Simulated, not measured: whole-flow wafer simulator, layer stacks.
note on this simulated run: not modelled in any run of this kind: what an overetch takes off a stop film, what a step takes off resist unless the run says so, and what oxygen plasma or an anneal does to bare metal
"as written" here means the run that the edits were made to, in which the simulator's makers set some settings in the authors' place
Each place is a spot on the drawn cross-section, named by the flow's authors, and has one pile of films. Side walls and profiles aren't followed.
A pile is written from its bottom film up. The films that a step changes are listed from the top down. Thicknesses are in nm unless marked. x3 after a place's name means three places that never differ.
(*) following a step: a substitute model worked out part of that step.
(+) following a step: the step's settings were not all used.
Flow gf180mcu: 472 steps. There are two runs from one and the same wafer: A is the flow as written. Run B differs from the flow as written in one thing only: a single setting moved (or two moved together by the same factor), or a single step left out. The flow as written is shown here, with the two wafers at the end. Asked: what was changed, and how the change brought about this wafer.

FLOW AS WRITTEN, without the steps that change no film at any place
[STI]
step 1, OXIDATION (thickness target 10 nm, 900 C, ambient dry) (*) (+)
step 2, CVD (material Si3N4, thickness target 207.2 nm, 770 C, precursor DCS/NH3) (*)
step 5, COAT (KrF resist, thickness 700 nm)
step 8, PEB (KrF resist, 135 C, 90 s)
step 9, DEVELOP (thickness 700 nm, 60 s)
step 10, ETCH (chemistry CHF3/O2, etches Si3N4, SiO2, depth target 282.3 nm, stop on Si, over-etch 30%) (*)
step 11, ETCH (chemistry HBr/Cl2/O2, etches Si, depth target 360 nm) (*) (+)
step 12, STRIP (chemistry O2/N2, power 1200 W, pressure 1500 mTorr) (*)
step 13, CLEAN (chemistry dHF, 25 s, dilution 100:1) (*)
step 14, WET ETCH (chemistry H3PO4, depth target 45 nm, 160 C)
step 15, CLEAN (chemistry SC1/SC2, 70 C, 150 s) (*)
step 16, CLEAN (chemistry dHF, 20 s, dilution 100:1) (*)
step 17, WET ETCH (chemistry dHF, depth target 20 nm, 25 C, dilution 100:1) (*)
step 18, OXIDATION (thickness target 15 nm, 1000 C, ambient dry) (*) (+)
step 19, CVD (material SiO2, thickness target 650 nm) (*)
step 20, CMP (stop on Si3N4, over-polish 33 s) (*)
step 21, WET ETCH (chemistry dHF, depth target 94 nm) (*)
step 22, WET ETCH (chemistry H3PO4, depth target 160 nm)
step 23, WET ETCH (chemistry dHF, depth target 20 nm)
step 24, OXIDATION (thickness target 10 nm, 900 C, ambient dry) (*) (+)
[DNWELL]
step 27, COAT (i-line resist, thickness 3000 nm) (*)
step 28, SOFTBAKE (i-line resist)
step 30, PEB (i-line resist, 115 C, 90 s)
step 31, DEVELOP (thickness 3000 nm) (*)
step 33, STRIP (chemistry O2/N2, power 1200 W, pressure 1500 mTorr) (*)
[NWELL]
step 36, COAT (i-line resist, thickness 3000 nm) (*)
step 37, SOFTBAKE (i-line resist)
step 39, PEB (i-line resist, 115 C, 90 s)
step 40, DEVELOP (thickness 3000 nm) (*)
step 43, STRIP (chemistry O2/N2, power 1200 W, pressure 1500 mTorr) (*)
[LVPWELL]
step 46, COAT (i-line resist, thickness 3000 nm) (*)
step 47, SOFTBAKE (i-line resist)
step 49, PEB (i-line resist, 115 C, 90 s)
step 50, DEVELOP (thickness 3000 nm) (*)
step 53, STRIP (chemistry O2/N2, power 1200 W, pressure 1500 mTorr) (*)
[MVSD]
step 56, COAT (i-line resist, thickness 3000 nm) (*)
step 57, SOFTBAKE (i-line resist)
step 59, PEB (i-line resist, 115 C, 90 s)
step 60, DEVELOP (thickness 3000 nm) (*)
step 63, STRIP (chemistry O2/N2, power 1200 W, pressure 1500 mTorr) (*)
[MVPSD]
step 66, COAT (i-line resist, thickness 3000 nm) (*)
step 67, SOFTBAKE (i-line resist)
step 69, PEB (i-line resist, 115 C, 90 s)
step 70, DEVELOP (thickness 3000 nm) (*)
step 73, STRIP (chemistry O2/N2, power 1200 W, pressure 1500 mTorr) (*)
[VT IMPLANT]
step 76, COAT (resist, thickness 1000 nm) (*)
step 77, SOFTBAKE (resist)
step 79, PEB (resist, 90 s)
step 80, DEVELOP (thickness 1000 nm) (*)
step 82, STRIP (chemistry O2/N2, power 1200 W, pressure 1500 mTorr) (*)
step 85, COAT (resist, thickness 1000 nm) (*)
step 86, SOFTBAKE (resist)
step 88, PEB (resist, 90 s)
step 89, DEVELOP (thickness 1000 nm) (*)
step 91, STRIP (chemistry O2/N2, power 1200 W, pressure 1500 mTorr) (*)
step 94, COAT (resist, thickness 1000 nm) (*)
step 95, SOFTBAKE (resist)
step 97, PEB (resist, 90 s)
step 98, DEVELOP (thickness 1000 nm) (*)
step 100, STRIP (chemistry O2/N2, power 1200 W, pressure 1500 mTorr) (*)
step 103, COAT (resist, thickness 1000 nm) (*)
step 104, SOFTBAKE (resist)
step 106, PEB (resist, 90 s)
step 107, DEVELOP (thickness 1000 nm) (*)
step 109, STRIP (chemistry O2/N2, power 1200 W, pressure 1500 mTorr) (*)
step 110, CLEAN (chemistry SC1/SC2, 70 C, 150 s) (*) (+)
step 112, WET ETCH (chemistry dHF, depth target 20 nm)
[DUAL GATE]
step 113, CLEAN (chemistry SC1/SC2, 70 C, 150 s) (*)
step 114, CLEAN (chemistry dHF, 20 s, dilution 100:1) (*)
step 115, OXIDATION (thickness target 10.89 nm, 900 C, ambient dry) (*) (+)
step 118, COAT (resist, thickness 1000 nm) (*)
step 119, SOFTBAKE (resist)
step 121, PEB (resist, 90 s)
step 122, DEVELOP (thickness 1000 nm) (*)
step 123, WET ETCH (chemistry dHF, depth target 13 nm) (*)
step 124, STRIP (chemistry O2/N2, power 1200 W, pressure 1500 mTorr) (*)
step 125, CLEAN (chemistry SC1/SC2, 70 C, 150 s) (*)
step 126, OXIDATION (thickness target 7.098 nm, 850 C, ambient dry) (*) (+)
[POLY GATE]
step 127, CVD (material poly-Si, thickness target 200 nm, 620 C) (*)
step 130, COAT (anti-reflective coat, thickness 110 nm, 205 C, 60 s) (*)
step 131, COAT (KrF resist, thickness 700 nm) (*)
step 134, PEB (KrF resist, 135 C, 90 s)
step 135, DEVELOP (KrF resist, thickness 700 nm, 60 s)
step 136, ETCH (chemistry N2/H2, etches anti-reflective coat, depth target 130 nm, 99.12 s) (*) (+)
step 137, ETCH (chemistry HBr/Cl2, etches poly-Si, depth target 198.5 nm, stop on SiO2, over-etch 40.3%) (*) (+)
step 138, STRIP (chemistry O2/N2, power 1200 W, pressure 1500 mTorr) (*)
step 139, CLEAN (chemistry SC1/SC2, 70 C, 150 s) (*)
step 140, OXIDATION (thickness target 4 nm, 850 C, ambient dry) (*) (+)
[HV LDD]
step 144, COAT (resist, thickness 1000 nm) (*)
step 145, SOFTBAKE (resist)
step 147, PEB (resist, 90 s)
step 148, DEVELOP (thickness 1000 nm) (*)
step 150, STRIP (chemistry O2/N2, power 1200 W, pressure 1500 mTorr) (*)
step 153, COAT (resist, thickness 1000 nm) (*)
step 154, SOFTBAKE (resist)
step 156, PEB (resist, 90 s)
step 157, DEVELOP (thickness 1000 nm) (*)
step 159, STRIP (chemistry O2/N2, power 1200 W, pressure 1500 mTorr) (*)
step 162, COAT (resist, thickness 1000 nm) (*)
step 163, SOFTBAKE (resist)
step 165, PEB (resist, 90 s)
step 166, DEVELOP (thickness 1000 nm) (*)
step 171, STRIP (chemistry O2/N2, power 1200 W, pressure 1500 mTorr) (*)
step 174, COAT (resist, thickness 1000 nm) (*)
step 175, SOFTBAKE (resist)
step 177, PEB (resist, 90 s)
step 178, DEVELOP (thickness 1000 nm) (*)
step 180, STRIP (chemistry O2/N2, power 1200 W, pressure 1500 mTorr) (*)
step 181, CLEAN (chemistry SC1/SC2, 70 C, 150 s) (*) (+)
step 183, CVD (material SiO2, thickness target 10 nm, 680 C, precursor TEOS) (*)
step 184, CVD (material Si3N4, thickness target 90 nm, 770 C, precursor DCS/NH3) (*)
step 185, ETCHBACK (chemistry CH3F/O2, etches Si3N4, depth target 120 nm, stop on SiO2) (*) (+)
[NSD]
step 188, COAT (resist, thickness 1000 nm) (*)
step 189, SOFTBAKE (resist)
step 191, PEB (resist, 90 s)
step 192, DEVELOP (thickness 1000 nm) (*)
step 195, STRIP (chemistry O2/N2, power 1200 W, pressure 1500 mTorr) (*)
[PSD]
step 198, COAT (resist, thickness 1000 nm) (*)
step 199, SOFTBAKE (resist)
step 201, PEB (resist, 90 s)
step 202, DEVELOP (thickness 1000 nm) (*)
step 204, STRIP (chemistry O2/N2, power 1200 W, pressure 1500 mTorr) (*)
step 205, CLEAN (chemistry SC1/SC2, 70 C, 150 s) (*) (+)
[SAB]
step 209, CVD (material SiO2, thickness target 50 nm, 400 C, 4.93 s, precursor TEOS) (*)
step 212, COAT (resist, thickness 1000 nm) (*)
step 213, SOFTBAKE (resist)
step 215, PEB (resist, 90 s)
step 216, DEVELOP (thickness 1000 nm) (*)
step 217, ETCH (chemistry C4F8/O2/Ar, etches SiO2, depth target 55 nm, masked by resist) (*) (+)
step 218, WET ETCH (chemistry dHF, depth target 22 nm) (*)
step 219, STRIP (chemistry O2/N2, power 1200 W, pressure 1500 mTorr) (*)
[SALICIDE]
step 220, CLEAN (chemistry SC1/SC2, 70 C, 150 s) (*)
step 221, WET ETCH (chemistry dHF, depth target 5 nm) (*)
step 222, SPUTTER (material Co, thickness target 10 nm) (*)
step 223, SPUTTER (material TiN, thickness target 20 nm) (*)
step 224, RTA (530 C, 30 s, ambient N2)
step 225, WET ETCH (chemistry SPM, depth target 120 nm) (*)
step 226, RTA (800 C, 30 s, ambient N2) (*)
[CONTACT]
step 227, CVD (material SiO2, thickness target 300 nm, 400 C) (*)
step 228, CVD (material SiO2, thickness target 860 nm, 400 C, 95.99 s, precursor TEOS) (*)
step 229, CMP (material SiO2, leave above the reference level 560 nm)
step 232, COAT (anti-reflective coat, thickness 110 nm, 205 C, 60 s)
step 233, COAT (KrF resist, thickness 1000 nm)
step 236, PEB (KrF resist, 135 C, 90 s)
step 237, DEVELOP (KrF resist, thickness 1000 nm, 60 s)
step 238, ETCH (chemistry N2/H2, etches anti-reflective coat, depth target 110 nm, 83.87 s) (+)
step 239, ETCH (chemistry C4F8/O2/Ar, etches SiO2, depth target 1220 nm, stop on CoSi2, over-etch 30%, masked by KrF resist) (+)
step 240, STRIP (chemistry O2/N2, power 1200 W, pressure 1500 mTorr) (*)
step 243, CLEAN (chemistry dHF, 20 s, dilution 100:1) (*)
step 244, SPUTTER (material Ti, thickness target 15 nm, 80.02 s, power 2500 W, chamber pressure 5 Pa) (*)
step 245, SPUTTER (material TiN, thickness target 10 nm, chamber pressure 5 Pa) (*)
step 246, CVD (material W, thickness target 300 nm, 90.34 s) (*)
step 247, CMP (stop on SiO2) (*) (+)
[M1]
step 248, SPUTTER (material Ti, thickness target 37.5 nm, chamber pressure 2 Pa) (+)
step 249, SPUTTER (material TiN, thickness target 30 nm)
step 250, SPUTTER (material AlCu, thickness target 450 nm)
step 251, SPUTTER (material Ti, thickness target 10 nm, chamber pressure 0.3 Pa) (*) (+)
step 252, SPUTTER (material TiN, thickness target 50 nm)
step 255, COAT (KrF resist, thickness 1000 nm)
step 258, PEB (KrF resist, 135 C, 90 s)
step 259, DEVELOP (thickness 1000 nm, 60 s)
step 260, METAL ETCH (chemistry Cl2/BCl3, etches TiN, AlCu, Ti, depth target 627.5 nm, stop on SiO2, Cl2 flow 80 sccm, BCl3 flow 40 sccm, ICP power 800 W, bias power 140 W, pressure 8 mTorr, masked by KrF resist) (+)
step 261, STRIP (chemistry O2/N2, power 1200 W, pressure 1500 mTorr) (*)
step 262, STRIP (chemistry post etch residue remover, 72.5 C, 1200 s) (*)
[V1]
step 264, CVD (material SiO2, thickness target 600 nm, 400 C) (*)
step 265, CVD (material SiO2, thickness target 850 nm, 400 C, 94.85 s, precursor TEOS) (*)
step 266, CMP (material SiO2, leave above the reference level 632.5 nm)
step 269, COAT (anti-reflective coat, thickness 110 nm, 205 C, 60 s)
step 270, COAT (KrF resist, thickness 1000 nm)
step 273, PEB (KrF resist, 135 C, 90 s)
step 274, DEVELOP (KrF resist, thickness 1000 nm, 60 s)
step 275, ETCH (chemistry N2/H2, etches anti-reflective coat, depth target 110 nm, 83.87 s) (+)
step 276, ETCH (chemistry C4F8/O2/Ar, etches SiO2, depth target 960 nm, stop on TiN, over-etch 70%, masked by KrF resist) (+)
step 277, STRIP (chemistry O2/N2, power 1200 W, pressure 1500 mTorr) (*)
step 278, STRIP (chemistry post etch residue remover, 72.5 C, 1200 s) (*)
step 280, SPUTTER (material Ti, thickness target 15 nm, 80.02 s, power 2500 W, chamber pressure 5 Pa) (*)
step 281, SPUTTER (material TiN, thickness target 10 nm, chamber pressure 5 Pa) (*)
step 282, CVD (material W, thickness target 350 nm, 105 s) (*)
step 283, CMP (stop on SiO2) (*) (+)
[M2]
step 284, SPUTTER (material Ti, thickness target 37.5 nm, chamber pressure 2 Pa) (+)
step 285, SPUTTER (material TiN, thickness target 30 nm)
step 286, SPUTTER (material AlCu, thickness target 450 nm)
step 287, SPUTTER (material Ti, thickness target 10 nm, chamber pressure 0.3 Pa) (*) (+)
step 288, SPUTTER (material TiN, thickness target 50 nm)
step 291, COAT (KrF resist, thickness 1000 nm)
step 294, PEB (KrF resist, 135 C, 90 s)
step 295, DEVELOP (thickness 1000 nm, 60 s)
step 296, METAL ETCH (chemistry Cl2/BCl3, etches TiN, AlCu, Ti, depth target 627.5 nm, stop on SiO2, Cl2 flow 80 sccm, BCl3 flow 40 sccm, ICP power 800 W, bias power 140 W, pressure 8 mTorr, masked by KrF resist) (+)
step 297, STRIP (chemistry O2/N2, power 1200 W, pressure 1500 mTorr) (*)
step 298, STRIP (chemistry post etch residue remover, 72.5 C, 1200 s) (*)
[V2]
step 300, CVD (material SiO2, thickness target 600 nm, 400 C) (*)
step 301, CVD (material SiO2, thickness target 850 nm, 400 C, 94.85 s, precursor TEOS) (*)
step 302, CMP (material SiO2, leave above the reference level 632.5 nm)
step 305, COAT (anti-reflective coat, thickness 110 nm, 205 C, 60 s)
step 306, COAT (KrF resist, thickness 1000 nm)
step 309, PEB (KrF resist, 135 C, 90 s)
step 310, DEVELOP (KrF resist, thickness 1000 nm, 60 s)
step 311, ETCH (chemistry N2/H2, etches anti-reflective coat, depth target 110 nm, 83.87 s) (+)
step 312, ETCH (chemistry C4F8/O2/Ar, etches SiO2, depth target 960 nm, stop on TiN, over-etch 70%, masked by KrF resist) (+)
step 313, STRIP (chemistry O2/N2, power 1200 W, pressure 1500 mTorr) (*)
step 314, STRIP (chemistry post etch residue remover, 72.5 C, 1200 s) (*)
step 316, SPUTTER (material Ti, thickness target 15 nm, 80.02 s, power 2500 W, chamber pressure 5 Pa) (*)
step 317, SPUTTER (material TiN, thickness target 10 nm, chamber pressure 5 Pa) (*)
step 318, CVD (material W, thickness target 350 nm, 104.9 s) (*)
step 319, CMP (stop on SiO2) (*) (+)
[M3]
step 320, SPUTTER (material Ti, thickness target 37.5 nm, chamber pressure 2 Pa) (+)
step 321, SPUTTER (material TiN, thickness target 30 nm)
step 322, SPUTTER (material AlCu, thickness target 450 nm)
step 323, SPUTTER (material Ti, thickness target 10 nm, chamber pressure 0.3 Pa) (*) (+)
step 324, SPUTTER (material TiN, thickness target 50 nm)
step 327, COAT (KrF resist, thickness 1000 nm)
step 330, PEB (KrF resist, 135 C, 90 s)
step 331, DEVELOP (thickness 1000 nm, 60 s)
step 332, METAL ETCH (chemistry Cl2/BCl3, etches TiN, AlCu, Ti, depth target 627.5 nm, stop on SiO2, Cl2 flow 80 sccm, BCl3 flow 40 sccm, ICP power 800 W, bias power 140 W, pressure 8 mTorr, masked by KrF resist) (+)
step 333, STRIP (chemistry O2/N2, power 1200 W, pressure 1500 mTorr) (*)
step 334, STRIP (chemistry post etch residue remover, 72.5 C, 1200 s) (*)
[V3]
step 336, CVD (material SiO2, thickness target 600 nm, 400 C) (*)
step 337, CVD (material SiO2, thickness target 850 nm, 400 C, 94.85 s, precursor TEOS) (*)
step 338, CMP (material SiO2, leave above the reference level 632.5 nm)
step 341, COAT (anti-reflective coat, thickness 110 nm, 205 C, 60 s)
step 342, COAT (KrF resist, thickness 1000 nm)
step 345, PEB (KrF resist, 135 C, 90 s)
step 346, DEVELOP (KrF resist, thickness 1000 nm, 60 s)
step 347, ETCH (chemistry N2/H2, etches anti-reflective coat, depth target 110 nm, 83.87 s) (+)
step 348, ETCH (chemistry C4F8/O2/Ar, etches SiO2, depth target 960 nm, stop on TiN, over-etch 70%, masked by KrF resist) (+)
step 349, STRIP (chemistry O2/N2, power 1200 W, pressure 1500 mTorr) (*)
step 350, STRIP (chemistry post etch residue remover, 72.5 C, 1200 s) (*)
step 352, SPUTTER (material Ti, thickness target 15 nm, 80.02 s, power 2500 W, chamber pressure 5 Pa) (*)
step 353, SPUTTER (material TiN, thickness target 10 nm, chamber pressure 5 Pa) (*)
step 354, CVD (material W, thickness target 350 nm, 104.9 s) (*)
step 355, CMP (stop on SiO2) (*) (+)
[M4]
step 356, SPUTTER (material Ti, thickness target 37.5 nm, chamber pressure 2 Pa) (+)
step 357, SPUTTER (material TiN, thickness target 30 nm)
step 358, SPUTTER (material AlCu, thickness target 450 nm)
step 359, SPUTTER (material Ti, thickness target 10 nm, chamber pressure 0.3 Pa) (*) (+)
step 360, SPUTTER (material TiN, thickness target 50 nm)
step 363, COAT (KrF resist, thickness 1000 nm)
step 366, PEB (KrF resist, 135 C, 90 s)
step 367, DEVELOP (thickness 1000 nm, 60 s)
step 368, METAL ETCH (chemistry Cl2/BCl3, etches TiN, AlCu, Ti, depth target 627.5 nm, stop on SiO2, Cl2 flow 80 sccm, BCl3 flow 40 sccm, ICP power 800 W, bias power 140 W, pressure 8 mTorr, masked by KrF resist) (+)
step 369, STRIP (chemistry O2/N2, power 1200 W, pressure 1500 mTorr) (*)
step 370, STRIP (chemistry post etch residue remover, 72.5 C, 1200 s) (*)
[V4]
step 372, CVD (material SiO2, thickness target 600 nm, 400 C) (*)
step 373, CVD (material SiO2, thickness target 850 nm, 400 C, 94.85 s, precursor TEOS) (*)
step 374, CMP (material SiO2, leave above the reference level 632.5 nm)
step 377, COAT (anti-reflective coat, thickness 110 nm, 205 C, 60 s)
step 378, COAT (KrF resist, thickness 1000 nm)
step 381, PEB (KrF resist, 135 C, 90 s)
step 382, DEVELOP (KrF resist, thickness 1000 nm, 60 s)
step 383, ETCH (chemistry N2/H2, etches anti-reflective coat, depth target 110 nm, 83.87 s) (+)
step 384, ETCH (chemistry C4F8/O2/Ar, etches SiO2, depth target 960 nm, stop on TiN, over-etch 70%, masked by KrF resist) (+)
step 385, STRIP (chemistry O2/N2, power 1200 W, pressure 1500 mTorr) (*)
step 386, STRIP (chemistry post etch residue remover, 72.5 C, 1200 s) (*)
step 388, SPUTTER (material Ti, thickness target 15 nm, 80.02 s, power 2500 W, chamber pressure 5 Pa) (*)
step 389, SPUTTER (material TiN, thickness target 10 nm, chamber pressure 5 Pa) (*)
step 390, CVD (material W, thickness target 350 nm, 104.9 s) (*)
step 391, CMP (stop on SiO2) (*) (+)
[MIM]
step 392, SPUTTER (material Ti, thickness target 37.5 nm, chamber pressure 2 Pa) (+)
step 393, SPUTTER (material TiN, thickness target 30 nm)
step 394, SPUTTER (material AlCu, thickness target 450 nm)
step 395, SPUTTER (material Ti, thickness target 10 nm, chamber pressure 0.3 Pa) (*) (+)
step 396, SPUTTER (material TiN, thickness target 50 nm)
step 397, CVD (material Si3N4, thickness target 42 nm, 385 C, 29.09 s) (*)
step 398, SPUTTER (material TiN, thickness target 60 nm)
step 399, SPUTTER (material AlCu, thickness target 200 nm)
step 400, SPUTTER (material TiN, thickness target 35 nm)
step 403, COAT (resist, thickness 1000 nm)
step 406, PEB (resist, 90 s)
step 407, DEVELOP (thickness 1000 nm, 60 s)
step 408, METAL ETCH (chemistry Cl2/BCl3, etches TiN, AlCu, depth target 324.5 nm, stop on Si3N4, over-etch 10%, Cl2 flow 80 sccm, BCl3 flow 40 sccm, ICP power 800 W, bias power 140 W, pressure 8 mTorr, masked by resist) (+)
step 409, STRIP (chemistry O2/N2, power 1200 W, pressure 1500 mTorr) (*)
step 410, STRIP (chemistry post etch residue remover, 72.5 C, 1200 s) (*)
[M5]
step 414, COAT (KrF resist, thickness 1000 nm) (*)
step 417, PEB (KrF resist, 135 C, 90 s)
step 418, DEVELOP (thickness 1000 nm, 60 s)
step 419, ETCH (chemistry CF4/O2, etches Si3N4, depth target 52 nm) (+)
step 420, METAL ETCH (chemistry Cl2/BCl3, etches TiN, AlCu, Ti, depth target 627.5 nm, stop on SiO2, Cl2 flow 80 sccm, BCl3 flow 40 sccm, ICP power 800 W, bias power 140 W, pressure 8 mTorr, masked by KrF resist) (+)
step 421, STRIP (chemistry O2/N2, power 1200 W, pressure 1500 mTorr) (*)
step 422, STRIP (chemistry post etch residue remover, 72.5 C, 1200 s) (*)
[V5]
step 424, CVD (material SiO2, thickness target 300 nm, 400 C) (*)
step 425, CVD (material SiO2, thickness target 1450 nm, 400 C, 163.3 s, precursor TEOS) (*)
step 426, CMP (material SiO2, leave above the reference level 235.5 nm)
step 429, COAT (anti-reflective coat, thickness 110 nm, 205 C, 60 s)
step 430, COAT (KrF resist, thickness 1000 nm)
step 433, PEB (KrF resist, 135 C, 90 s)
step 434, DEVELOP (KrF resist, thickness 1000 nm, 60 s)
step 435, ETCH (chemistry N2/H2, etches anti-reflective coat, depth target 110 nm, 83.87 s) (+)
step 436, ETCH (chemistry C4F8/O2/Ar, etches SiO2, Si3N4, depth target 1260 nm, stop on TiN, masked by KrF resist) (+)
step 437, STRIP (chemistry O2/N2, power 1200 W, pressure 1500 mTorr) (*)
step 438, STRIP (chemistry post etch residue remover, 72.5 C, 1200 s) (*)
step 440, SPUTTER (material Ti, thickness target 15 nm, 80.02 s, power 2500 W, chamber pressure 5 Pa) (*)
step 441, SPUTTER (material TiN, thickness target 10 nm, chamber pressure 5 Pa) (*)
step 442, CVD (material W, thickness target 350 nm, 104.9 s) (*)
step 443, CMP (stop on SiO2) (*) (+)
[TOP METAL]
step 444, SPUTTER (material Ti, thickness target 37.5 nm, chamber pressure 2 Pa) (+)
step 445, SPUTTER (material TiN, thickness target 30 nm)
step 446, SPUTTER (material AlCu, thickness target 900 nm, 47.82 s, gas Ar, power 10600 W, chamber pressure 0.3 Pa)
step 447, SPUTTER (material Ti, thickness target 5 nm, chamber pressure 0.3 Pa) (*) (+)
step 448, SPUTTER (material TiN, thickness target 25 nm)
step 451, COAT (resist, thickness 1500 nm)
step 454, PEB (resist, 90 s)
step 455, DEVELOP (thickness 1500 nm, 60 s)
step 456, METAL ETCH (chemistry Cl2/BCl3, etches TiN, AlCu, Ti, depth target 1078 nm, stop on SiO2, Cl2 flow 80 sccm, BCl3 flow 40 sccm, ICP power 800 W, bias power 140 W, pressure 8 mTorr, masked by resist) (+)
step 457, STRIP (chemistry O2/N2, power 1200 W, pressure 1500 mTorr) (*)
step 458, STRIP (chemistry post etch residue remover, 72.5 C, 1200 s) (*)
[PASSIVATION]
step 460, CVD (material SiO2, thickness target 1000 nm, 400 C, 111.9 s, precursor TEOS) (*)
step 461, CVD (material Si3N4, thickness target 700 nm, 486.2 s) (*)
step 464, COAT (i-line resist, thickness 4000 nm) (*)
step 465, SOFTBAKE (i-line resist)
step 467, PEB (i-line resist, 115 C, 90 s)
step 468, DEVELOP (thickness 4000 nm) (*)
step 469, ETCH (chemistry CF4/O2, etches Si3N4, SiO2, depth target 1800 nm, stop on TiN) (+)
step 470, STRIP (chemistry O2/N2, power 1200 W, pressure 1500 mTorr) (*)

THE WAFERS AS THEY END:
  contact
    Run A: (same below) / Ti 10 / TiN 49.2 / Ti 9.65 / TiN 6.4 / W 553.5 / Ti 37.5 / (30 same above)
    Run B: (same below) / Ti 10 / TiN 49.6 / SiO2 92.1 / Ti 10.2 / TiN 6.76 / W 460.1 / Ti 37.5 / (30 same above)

Cause: step 312, ETCH: depth target 480 nm was run, whereas the flow has depth target 960 nm.

Step by step, how the change led to this:
  step 312, ETCH (chemistry C4F8/O2/Ar, etches SiO2, depth target 960 nm, stop on TiN, over-etch 70%, masked by KrF resist) (+)
      contact: A SiO2 loses 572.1 (all of it) | B SiO2 loses 480
      field, field__w1, field__w2 and 107 more: A KrF resist loses 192 | B KrF resist loses 96
  step 313, STRIP (chemistry O2/N2, power 1200 W, pressure 1500 mTorr) (*)
      field, field__w1, field__w2 and 107 more: A KrF resist loses 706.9 (all of it), anti-reflective coat loses 110 (all of it) | B KrF resist loses 802.9 (all of it), anti-reflective coat loses 110 (all of it)
  step 316, SPUTTER (material Ti, thickness target 15 nm, 80.02 s, power 2500 W, chamber pressure 5 Pa) (*)
      contact: A Ti gains 9.65 (new film) | B Ti gains 10.2 (new film)
  step 318, CVD (material W, thickness target 350 nm, 104.9 s) (*)
      contact: A W gains 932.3 (new film) | B W gains 838.9 (new film)
Taking metal films that touch as one body, contact has 2 bodies (between them, from the top down: SiO2 92.1); the flow as written gives 1 body.
